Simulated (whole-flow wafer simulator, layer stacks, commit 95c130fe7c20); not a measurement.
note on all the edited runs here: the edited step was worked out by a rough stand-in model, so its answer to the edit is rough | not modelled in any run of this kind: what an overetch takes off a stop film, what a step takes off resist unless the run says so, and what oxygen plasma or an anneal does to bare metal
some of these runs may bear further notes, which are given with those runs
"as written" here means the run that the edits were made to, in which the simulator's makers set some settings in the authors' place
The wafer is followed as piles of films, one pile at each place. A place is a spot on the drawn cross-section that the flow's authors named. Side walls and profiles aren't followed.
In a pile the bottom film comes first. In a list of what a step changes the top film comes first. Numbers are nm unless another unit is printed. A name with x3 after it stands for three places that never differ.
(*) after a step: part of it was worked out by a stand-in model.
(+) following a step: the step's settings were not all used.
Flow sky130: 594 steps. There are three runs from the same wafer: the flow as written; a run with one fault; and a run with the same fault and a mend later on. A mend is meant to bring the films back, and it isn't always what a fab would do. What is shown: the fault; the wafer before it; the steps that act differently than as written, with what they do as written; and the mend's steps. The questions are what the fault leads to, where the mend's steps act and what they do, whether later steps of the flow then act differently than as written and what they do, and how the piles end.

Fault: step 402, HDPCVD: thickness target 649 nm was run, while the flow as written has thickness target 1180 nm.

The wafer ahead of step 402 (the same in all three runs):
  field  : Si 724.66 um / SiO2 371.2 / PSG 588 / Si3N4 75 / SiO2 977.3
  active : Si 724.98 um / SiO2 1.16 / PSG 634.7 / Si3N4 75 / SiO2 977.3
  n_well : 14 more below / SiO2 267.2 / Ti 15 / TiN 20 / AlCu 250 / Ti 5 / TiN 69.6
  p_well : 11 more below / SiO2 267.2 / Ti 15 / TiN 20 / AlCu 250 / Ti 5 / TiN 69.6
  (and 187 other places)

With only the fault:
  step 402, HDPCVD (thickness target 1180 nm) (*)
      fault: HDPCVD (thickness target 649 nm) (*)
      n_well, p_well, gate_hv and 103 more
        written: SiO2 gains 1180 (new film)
        fault: SiO2 gains 649 (new film)
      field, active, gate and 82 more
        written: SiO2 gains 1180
        fault: SiO2 gains 649
  Steps later in the flow that act otherwise than as written (22 other steps are not shown; they differ only slightly, by no more than 2% or 0.5 nm, whichever is larger):
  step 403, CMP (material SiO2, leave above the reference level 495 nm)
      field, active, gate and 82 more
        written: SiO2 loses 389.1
        fault: nothing
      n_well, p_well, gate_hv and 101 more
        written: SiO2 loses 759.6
        fault: SiO2 loses 228.6
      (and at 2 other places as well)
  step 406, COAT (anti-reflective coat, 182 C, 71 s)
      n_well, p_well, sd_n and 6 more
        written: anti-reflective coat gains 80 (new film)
        fault: anti-reflective coat gains 3 (new film)
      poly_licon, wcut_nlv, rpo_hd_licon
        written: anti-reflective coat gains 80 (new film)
        fault: anti-reflective coat gains 73.5 (new film)
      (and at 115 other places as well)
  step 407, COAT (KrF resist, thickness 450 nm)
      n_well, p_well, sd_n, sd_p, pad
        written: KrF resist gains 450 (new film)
        fault: KrF resist gains 385.4 (new film)
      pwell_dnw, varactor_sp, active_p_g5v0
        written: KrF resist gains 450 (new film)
        fault: KrF resist gains 408.8 (new film)
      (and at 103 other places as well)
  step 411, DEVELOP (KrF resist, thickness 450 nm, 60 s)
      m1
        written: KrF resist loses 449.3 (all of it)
        fault: KrF resist loses 427.3 (all of it)
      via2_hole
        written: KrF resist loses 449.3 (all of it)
        fault: KrF resist loses 395.5 (all of it)
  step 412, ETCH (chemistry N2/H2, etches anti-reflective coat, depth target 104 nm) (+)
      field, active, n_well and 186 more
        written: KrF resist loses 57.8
        fault: KrF resist loses 7.26
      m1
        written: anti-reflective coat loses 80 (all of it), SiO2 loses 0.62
        fault: anti-reflective coat loses 8.71 (all of it), SiO2 loses 0.11
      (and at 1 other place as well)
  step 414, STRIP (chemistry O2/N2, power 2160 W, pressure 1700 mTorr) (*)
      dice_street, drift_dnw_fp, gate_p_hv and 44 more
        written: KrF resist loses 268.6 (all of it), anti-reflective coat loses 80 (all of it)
        fault: KrF resist loses 319.1 (all of it), anti-reflective coat loses 80 (all of it)
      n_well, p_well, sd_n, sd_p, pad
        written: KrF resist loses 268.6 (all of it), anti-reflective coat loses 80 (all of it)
        fault: KrF resist loses 254.6 (all of it), anti-reflective coat loses 3 (all of it)
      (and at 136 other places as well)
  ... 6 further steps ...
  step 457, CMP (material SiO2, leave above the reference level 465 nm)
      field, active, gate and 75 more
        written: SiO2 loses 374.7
        fault: SiO2 loses 393.2
  The piles end different from the flow's at field, active, gate and 85 more by more than 2% or 0.5 nm, whichever is larger.
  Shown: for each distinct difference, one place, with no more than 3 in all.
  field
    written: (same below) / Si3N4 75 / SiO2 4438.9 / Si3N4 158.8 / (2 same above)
    fault: (same below) / Si3N4 75 / SiO2 1626.3 / TiN 20 / W 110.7 / SiO2 2681.9 / Si3N4 158.8 / (2 same above)
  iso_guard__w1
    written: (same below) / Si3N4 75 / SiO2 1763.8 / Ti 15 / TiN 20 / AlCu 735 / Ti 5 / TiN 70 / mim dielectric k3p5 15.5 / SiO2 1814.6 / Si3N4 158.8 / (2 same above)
    fault: (same below) / Si3N4 75 / SiO2 1626.3 / TiN 20 / W 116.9 / Ti 15 / TiN 20 / AlCu 735 / Ti 5 / TiN 70 / mim dielectric k3p5 15.5 / SiO2 1815.2 / Si3N4 158.8 / (2 same above)
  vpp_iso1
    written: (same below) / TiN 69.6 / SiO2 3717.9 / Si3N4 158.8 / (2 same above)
    fault: (same below) / TiN 69.6 / SiO2 905.3 / TiN 20 / W 110.7 / SiO2 2681.9 / Si3N4 158.8 / (2 same above)

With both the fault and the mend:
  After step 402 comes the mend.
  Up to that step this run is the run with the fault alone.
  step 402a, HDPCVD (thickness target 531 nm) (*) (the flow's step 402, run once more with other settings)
      field, active, n_well and 188 more
        SiO2 gains 531
  Every later step of the flow that is run acts as written, at every place that is followed, to within 2% or 0.5 nm, whichever is larger.
  By the end, the piles equal the flow's at every place that both follow.
